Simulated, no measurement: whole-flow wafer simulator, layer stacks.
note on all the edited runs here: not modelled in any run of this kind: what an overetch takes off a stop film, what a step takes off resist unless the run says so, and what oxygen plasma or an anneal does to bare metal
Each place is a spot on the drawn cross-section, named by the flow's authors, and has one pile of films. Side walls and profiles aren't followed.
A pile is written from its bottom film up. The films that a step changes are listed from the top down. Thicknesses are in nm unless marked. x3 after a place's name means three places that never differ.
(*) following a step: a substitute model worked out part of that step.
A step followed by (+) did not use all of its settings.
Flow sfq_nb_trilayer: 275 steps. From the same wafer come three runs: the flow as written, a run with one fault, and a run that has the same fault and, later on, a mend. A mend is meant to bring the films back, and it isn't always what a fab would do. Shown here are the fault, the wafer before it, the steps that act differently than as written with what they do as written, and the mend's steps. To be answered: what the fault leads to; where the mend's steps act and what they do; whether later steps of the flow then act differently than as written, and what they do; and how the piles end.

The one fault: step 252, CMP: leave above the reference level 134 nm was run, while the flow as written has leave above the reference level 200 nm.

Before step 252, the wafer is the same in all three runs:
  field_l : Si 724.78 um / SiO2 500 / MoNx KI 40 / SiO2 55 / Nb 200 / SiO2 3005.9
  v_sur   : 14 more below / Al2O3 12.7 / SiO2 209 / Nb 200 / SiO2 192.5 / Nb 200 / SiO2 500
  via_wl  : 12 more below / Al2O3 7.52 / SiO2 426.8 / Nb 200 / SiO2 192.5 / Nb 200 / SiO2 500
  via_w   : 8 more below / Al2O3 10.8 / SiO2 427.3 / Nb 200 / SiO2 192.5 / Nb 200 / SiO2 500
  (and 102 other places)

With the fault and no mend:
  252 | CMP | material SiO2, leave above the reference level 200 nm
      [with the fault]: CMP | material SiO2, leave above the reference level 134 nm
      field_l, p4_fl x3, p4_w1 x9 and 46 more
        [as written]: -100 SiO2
        [with the fault]: -166 SiO2
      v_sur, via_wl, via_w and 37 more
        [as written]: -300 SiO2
        [with the fault]: -366 SiO2
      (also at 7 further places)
  Steps later in the flow that act otherwise than as written (4 other steps are not shown; they differ only slightly, by no more than 2% or 0.5 nm, whichever is larger):
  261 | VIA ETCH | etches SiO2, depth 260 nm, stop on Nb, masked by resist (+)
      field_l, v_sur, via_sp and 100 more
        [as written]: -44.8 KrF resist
        [with the fault]: -34.6 KrF resist
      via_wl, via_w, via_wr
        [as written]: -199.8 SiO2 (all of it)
        [with the fault]: -133.8 SiO2 (all of it)
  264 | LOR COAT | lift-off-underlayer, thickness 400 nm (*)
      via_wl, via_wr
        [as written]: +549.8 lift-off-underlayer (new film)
        [with the fault]: +500.4 lift-off-underlayer (new film)
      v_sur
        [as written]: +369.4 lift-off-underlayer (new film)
        [with the fault]: +379.5 lift-off-underlayer (new film)
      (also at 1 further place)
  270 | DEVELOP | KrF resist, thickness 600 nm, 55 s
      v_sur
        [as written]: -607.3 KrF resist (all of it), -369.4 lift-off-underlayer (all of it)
        [with the fault]: -604.5 KrF resist (all of it), -379.5 lift-off-underlayer (all of it)
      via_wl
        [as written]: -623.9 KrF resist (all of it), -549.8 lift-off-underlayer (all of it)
        [with the fault]: -615.6 KrF resist (all of it), -500.4 lift-off-underlayer (all of it)
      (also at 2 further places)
  By the end, the piles at field_l, v_sur, via_sp and 100 more depart from the flow's by more than 2% or 0.5 nm, whichever is larger.
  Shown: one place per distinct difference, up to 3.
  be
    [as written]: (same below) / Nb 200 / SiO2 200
    [with the fault]: (same below) / Nb 200 / SiO2 134
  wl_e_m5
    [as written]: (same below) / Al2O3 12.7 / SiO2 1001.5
    [with the fault]: (same below) / Al2O3 12.7 / SiO2 935.5
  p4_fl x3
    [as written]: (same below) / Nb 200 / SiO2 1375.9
    [with the fault]: (same below) / Nb 200 / SiO2 1309.9

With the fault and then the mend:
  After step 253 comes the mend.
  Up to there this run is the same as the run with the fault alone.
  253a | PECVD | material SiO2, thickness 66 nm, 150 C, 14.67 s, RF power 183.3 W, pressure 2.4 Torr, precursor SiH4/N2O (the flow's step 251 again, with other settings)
      field_l, v_sur, via_wl and 103 more
        +66 SiO2
  Every later step of the flow that is run acts as written at every place that is followed.
  By the end, the piles equal the flow's at every place that both follow.
